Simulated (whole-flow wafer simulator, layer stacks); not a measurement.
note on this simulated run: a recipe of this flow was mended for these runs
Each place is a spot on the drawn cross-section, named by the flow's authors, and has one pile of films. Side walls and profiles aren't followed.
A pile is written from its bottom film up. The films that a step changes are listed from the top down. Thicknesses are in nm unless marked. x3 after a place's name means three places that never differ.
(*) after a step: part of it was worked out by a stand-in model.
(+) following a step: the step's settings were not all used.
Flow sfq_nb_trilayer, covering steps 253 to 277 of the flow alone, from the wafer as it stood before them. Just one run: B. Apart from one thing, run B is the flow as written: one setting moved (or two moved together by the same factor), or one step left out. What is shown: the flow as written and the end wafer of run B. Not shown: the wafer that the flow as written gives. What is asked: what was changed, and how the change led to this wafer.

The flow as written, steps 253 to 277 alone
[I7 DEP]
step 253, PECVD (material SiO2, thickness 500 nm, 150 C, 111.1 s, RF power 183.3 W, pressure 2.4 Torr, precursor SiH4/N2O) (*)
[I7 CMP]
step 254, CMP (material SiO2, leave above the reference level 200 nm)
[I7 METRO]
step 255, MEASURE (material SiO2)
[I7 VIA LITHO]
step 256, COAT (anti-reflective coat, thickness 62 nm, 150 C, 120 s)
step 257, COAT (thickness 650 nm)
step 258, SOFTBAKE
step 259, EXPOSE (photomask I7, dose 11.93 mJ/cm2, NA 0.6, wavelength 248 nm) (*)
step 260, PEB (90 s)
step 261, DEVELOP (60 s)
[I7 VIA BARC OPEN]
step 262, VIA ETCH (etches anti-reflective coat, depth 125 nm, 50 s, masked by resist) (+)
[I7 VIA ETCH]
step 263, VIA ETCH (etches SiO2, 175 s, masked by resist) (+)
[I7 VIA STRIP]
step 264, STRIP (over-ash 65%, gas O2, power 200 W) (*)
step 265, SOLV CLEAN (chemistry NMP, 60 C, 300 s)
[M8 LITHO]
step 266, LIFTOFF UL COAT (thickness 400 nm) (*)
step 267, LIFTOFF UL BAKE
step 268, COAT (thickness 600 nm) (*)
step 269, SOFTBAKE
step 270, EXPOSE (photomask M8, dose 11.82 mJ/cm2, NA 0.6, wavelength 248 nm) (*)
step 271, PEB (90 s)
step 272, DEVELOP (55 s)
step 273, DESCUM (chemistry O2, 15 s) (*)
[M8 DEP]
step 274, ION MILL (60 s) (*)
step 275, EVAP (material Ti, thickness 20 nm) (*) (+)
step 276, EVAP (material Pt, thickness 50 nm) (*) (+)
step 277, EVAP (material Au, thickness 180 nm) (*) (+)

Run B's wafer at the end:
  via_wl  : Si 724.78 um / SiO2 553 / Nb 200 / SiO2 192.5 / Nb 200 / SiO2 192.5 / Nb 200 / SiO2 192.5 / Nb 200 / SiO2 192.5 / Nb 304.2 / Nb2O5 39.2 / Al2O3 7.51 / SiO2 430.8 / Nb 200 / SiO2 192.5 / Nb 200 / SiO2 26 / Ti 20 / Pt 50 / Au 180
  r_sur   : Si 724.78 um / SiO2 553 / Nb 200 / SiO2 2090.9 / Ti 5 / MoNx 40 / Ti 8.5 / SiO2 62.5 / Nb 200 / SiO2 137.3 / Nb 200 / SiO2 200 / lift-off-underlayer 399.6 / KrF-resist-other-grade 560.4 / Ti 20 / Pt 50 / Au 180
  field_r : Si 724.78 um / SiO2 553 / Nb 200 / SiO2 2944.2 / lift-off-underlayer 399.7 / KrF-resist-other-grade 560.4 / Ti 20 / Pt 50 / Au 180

Cause: step 263, VIA ETCH: 112 s was run, though the flow has 175 s.

Step by step, how the change led to this:
  step 263, VIA ETCH (etches SiO2, 175 s, masked by resist) (+)
      via_wl, via_w, via_wr: -166.4 SiO2 (as written it would have been: -199.7 SiO2 (all of it), -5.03 Nb)
      field_l, v_sur, via_sp and 100 more: -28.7 KrF-resist-other-grade (as written it would have been: -44.8 KrF-resist-other-grade)
  step 264, STRIP (over-ash 65%, gas O2, power 200 W) (*)
      field_l, v_sur, via_sp and 100 more: -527 KrF-resist-other-grade (all of it), -62 anti-reflective coat (all of it) (as written it would have been: -510.8 KrF-resist-other-grade (all of it), -62 anti-reflective coat (all of it))
  step 266, LIFTOFF UL COAT (thickness 400 nm) (*)
      via_wl, via_wr: +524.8 lift-off-underlayer (new film) (as written it would have been: +553.5 lift-off-underlayer (new film))
      via_w: +513.7 lift-off-underlayer (new film) (as written it would have been: +539.8 lift-off-underlayer (new film))
  step 272, DEVELOP (55 s)
      via_wl: -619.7 KrF-resist-other-grade (all of it), -524.8 lift-off-underlayer (all of it) (as written it would have been: -624.5 KrF-resist-other-grade (all of it), -553.5 lift-off-underlayer (all of it))
      via_w: -629.3 KrF-resist-other-grade (all of it), -513.7 lift-off-underlayer (all of it) (as written it would have been: -636.4 KrF-resist-other-grade (all of it), -539.8 lift-off-underlayer (all of it))
      (as well as at 1 more place)
  step 274, ION MILL (60 s) (*)
      via_wl, via_w, via_wr: -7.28 SiO2 (as written it would have been: -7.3 Nb)
With metal films that touch counted as one body, via_wl has 8 bodies (between them, from the top down: SiO2 26; SiO2 192.5; SiO2 430.8 / Al2O3 7.51 / Nb2O5 39.2; SiO2 192.5; SiO2 192.5; SiO2 192.5; SiO2 192.5); the flow as written gives 7 bodies (between them, from the top down: SiO2 192.5; SiO2 430.8 / Al2O3 7.51 / Nb2O5 39.2; SiO2 192.5; SiO2 192.5; SiO2 192.5; SiO2 192.5).
